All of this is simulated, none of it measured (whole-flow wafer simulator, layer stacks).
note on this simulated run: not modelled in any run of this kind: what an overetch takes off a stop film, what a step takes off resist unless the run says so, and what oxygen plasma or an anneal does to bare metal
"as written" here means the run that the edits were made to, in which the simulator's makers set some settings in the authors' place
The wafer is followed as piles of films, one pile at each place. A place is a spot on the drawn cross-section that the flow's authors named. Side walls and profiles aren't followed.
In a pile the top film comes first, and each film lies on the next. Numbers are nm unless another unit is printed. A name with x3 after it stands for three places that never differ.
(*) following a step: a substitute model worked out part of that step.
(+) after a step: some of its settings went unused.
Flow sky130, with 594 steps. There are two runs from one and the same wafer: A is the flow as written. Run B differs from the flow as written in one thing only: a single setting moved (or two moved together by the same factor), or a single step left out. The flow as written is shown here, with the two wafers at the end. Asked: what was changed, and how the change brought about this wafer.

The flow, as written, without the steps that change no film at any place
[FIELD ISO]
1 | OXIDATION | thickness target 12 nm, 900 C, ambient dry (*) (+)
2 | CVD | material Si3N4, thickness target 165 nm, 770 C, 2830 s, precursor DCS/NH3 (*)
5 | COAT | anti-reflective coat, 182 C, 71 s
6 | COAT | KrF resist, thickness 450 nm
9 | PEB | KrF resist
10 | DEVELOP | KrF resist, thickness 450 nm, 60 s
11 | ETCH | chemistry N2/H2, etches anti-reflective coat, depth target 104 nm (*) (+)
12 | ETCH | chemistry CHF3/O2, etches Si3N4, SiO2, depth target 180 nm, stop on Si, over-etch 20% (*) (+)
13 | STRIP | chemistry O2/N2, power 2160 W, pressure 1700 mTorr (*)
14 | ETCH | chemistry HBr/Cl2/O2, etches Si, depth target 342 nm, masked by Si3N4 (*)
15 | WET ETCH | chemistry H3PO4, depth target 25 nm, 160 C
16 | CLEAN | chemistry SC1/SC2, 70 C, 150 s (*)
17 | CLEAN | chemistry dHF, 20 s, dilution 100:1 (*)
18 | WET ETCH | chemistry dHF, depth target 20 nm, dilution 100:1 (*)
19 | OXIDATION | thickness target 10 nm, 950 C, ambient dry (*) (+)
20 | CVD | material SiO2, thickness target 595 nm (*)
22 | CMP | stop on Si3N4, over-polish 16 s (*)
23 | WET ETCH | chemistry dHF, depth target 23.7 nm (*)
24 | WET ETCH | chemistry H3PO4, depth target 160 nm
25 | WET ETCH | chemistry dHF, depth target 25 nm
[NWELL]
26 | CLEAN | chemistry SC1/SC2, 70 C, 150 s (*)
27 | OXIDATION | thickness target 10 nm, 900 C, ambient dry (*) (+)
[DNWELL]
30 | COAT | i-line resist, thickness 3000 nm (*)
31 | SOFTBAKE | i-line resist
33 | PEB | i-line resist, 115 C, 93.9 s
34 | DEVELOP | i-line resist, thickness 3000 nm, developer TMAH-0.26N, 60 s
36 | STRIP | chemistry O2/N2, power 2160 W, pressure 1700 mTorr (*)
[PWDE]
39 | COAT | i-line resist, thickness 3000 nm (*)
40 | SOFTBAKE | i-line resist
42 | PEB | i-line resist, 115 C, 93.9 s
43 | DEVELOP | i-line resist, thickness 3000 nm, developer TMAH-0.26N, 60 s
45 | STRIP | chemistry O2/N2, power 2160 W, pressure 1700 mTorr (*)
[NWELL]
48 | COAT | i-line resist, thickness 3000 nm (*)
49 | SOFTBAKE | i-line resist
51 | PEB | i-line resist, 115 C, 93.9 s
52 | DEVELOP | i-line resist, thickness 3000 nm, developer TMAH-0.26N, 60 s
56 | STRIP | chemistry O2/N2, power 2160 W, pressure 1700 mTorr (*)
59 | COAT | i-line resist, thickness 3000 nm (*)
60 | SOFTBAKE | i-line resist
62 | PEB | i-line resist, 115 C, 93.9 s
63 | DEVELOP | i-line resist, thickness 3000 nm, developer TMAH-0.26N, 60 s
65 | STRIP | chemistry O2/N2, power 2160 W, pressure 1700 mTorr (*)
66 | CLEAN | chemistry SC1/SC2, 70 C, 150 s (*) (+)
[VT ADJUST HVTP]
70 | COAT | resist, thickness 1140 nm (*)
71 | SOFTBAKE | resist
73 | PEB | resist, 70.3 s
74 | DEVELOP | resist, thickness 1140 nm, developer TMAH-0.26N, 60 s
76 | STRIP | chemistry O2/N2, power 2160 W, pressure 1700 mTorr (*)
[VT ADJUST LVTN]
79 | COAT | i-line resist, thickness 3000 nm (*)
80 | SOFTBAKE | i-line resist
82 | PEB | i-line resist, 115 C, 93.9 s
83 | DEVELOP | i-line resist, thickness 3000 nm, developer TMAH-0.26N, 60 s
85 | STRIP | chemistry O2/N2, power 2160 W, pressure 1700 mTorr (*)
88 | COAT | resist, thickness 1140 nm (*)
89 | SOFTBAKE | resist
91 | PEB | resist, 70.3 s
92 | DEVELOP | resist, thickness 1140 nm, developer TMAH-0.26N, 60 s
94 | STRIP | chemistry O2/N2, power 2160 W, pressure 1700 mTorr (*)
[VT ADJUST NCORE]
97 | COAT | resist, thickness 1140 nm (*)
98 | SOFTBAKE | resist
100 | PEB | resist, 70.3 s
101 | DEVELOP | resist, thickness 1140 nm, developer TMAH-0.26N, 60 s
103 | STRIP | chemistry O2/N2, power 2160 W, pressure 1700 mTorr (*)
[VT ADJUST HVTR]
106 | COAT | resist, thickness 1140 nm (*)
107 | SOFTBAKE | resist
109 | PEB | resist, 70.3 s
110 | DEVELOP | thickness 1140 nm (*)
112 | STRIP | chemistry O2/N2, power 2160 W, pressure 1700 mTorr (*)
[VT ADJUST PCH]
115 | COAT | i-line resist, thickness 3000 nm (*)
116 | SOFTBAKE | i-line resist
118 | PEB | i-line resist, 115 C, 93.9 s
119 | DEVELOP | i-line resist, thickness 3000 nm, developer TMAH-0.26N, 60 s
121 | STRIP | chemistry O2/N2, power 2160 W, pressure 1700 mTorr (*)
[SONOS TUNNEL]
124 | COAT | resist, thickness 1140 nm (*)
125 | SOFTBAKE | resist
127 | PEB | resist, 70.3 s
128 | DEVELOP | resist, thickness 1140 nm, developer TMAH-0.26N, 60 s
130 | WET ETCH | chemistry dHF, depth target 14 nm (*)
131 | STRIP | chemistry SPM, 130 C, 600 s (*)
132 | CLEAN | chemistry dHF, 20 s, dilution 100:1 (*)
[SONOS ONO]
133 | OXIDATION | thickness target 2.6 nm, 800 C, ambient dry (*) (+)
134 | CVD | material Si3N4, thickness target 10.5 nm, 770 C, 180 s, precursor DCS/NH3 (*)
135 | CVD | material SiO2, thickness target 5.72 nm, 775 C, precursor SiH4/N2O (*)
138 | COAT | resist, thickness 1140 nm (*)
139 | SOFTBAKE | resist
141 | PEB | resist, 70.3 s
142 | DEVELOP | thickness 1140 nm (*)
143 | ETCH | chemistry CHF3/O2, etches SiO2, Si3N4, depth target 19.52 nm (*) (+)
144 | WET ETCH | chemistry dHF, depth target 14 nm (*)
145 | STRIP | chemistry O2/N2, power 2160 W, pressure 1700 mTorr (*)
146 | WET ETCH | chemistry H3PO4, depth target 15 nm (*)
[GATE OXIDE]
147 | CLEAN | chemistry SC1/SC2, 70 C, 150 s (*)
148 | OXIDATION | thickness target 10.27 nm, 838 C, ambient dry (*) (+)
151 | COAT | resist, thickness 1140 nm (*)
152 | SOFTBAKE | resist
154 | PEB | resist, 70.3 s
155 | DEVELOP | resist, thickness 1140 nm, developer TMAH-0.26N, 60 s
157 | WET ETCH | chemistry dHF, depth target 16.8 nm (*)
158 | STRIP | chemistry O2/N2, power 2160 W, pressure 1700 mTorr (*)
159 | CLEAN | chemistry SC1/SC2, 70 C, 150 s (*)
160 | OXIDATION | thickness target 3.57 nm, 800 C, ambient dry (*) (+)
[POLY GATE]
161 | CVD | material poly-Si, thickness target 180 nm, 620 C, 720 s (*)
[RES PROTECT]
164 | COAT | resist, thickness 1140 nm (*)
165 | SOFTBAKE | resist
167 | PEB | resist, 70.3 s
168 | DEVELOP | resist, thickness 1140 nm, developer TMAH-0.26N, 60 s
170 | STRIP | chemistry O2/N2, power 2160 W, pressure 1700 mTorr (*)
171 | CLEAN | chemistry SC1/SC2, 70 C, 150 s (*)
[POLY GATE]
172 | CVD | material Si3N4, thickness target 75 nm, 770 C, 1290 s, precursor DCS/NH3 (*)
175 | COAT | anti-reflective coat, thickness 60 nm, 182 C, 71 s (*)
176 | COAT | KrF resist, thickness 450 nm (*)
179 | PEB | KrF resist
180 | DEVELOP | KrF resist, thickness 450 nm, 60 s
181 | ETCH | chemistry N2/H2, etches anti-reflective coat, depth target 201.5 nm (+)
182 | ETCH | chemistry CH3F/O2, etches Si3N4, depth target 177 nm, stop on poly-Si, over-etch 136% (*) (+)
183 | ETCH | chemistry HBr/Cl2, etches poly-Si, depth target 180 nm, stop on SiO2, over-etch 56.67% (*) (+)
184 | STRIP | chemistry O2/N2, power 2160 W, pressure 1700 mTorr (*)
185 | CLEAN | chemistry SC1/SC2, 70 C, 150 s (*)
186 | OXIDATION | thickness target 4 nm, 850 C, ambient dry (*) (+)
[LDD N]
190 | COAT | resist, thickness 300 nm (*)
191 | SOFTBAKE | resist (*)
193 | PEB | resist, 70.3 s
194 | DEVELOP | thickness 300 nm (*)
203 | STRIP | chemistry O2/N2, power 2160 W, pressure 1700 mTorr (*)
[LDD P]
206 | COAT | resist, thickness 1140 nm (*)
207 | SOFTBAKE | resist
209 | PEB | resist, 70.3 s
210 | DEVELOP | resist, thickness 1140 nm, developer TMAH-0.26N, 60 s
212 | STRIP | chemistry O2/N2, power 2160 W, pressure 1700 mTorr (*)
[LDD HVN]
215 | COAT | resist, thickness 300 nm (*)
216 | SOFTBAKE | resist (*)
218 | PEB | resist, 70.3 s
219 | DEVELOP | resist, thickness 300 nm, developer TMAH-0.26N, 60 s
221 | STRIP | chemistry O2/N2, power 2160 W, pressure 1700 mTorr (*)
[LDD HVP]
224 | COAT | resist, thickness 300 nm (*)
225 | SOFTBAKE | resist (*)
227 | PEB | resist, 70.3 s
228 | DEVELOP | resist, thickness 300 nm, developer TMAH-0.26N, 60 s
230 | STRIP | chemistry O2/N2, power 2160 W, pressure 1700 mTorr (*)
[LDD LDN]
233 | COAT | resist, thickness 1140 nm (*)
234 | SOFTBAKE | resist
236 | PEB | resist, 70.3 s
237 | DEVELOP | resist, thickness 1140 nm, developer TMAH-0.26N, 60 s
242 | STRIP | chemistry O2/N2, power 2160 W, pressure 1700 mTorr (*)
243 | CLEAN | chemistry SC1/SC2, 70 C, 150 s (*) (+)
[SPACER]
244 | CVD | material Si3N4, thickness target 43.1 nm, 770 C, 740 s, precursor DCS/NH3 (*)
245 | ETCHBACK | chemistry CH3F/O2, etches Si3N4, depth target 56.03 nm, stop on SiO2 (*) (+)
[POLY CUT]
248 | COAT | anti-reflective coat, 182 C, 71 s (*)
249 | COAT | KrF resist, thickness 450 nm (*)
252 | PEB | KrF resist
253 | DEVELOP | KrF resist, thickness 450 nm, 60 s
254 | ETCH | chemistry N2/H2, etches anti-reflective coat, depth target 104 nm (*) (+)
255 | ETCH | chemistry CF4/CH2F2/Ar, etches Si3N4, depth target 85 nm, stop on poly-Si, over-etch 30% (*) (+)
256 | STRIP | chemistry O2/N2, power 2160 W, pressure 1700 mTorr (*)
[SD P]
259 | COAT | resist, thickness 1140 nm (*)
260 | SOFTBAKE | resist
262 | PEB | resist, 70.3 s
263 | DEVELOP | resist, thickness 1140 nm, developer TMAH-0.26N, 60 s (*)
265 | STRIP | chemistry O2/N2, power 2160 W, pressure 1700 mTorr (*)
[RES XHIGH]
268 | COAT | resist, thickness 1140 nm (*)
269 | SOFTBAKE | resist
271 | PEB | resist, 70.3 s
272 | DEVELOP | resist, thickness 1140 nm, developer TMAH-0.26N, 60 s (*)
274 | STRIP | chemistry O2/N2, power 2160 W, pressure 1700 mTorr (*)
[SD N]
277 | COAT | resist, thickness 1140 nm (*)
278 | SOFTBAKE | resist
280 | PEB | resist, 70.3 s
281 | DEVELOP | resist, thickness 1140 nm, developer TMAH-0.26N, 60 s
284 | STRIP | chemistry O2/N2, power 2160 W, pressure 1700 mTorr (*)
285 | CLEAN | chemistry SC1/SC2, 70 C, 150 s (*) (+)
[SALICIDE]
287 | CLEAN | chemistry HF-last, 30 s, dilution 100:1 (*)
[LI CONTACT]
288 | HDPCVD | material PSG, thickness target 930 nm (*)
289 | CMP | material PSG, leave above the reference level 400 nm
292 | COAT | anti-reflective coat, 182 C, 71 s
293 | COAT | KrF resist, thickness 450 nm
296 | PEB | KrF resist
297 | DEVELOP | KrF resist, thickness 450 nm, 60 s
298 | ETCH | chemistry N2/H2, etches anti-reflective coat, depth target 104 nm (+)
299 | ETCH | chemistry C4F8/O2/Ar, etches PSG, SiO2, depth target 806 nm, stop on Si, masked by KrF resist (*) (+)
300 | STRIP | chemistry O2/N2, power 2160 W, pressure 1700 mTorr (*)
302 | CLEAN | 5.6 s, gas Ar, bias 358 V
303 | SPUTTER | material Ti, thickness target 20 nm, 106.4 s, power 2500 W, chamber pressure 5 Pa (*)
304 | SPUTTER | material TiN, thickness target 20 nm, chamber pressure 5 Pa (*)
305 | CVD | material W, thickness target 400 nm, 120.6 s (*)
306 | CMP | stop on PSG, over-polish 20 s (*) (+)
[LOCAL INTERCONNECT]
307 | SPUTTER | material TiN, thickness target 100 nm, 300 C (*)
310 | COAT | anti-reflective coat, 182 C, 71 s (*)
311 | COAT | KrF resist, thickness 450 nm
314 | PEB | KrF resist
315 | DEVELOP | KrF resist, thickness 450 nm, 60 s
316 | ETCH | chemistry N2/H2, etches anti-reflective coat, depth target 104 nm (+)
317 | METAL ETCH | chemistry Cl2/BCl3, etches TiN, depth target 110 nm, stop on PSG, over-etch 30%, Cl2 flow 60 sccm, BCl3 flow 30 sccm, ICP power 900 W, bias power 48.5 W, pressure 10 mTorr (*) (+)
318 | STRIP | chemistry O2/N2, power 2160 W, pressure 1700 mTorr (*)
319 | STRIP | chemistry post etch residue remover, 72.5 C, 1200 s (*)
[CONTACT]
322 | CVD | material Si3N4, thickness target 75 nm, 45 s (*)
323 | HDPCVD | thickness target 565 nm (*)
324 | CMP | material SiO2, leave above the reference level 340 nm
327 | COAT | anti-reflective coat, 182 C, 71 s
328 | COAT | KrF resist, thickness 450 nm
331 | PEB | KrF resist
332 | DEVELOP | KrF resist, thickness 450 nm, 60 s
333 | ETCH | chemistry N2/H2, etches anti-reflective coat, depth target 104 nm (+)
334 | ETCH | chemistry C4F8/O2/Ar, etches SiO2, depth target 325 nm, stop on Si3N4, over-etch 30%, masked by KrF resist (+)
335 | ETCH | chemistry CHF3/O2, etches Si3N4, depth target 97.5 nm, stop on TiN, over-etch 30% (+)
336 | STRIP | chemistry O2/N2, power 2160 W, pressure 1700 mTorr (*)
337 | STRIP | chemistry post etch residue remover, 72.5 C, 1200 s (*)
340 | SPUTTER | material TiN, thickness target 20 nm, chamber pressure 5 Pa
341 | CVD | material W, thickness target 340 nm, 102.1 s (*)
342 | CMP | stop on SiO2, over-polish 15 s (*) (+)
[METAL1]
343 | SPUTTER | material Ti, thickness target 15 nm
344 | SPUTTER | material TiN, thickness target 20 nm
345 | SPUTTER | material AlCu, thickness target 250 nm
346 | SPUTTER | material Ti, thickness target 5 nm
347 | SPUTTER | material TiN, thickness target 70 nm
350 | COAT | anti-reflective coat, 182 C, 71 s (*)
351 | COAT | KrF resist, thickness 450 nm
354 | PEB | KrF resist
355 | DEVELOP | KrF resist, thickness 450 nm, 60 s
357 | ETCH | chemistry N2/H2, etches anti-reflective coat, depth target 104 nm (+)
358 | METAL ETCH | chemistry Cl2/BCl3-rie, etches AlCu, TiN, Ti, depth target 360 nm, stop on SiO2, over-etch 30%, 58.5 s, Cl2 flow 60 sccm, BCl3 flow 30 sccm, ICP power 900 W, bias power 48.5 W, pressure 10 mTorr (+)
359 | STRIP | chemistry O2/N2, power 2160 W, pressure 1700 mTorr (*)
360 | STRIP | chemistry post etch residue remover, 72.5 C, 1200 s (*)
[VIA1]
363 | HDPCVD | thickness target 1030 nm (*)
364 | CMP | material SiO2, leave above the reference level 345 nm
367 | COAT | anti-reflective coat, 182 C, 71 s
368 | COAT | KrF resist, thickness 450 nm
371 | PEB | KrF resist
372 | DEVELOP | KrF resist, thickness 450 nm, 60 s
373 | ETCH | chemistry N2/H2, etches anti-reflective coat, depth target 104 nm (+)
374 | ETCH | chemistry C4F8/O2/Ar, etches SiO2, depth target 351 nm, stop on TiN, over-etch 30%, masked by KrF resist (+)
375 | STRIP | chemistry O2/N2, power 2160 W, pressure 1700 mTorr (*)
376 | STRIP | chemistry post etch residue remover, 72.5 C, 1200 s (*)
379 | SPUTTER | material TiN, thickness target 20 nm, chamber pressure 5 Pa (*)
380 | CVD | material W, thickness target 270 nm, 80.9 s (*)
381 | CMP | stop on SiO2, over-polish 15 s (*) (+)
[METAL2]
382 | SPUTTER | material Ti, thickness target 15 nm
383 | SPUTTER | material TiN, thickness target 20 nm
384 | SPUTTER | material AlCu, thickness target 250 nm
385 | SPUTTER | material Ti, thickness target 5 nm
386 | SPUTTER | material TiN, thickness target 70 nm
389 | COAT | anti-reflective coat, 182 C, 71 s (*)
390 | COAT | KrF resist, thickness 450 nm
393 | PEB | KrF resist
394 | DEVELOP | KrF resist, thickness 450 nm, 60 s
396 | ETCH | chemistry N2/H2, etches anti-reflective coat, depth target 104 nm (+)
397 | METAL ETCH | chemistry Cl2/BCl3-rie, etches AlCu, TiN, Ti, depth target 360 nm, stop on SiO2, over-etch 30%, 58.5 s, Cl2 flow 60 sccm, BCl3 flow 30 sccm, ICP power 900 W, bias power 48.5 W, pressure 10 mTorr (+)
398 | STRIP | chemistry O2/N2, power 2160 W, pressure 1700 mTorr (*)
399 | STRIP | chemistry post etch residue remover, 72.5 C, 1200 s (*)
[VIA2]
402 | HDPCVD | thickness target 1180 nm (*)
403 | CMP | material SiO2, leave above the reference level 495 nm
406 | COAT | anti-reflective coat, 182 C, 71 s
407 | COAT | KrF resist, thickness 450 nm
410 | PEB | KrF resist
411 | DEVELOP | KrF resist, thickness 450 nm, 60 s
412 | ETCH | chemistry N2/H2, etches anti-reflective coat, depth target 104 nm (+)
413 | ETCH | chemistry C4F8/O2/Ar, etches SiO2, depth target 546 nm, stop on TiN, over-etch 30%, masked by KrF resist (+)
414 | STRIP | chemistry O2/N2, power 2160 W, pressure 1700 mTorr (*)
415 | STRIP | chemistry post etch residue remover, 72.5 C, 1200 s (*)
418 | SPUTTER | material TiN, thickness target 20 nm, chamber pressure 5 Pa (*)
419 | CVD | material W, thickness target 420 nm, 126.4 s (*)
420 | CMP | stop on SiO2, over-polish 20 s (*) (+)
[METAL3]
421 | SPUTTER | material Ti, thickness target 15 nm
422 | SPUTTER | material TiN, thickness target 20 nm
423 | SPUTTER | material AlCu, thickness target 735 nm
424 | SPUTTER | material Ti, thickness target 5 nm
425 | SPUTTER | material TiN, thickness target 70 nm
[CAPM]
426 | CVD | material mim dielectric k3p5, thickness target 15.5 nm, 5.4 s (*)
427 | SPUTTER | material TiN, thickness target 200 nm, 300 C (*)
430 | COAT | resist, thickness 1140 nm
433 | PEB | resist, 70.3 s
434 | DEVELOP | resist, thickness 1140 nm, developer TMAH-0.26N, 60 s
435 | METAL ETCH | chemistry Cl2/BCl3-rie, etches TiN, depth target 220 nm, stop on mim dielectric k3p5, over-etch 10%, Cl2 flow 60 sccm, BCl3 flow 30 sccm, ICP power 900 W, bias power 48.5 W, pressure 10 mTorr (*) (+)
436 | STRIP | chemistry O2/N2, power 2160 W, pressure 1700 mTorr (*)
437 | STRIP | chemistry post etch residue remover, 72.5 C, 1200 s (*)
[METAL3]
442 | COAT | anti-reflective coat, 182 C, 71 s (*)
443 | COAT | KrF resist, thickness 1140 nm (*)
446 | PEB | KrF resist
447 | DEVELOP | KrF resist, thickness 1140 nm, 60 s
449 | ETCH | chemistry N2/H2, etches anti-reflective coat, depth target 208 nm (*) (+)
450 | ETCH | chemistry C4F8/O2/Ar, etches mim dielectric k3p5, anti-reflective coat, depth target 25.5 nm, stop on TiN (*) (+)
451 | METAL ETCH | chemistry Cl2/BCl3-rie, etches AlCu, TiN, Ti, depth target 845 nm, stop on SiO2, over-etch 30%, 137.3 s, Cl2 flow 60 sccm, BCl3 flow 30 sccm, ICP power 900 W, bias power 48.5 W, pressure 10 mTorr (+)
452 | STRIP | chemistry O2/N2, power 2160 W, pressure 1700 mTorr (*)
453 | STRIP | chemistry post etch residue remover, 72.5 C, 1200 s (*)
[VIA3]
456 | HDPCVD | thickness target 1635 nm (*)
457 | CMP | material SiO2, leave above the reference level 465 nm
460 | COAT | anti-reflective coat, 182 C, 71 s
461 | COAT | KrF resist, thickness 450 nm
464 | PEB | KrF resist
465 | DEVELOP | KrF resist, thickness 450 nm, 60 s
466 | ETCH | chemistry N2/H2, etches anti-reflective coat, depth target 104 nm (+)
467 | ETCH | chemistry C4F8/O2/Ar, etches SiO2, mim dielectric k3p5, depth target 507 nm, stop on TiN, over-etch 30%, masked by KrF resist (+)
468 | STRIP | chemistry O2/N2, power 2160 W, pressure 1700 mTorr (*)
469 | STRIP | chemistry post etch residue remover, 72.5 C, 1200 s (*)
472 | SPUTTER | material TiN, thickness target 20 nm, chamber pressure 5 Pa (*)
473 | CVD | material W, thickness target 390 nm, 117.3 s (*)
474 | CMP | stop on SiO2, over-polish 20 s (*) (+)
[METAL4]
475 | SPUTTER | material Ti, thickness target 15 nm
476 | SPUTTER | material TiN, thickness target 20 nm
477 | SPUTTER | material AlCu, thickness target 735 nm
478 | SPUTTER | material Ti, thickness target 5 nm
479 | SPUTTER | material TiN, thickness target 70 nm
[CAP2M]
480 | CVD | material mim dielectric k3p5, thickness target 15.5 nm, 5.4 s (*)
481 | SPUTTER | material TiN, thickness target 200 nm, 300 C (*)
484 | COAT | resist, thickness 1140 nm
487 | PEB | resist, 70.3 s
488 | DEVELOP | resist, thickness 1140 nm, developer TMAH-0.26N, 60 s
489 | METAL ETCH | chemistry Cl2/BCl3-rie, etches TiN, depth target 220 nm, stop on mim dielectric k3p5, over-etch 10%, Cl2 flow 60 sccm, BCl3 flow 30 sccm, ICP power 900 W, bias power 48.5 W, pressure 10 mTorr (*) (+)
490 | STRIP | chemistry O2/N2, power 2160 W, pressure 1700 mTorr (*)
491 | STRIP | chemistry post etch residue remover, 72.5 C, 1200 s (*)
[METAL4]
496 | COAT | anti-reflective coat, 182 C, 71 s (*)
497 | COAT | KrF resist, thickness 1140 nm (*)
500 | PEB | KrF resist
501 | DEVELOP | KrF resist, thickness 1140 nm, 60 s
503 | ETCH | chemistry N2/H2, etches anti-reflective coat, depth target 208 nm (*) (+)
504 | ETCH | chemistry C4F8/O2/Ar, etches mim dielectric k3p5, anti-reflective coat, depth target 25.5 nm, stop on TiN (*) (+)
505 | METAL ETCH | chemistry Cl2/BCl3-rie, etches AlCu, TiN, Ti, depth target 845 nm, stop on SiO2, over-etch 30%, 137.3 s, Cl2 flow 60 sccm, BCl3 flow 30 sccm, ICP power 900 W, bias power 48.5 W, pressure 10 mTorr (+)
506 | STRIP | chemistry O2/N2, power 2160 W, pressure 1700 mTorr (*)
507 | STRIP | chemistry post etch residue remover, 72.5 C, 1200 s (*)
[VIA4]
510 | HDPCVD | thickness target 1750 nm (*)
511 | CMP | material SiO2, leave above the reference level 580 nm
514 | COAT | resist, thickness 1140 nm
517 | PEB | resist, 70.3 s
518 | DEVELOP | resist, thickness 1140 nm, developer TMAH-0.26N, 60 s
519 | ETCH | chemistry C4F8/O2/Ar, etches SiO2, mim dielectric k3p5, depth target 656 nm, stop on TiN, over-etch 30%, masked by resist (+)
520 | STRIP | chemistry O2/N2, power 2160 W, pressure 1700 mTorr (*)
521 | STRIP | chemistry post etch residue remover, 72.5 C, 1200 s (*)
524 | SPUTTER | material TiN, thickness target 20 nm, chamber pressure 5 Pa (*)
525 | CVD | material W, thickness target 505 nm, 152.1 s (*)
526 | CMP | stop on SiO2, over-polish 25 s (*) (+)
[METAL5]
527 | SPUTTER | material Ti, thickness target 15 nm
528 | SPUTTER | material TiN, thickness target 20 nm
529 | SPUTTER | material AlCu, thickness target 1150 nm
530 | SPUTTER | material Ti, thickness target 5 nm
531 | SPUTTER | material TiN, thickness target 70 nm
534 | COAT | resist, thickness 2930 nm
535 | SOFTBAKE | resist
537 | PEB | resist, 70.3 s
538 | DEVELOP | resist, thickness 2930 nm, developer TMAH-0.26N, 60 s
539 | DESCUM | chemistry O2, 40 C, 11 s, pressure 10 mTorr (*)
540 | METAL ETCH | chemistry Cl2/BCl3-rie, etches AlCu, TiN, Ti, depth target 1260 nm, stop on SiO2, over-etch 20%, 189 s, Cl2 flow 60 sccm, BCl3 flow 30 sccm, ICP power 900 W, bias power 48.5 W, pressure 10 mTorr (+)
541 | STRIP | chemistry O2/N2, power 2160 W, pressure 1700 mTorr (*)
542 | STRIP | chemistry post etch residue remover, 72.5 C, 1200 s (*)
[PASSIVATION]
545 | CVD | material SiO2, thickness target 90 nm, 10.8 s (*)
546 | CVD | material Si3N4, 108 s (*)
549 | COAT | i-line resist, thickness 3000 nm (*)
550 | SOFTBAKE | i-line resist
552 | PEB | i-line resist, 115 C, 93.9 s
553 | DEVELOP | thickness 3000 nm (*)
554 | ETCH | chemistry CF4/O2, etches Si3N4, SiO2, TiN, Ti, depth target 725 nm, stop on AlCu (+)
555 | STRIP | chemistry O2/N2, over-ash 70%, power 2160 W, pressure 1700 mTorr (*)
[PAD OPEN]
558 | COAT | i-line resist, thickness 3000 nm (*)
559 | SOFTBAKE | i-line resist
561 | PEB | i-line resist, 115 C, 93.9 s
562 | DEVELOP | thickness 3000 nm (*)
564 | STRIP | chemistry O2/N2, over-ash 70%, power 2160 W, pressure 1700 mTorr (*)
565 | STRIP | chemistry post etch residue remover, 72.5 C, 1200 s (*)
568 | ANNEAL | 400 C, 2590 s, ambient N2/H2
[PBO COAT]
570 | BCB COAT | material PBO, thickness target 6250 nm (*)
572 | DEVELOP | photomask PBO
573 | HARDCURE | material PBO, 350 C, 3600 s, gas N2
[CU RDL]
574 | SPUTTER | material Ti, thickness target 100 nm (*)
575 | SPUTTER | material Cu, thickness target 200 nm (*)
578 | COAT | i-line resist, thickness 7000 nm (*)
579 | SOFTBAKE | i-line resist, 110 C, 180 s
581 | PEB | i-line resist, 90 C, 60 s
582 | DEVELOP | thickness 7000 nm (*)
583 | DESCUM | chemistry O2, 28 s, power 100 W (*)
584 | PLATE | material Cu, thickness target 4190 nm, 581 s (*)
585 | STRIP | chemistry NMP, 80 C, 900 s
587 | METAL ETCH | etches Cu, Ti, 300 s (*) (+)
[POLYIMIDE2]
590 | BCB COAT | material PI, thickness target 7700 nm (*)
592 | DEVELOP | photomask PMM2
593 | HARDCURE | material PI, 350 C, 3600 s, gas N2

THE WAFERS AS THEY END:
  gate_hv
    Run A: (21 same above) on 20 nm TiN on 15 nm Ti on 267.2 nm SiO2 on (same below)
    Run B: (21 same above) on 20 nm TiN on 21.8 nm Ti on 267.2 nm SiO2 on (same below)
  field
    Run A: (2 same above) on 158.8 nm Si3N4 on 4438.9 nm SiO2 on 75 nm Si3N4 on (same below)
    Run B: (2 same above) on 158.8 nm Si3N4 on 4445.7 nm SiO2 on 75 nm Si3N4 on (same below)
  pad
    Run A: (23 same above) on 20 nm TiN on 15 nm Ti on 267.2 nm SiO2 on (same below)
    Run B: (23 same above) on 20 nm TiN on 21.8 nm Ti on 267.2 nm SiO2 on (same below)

What caused this: step 382, SPUTTER: thickness target 21.8 nm was run, while the flow as written has thickness target 15 nm.
The wafer lets one read it off: gate_hv has Ti 21.8, and step 382 as written asks for 15 nm.

The path from the change to this, step by step:
  382 | SPUTTER | material Ti, thickness target 15 nm
      field, active, n_well and 188 more: A +15 Ti (new film) | B +21.8 Ti (new film)
  397 | METAL ETCH | chemistry Cl2/BCl3-rie, etches AlCu, TiN, Ti, depth target 360 nm, stop on SiO2, over-etch 30%, 58.5 s, Cl2 flow 60 sccm, BCl3 flow 30 sccm, ICP power 900 W, bias power 48.5 W, pressure 10 mTorr (+)
      field, active, gate and 82 more: A -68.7 TiN (all of it), -5 Ti (all of it), -250 AlCu (all of it), -20 TiN (all of it), -15 Ti (all of it), -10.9 SiO2 | B -68.7 TiN (all of it), -5 Ti (all of it), -250 AlCu (all of it), -20 TiN (all of it), -21.8 Ti (all of it), -10.3 SiO2
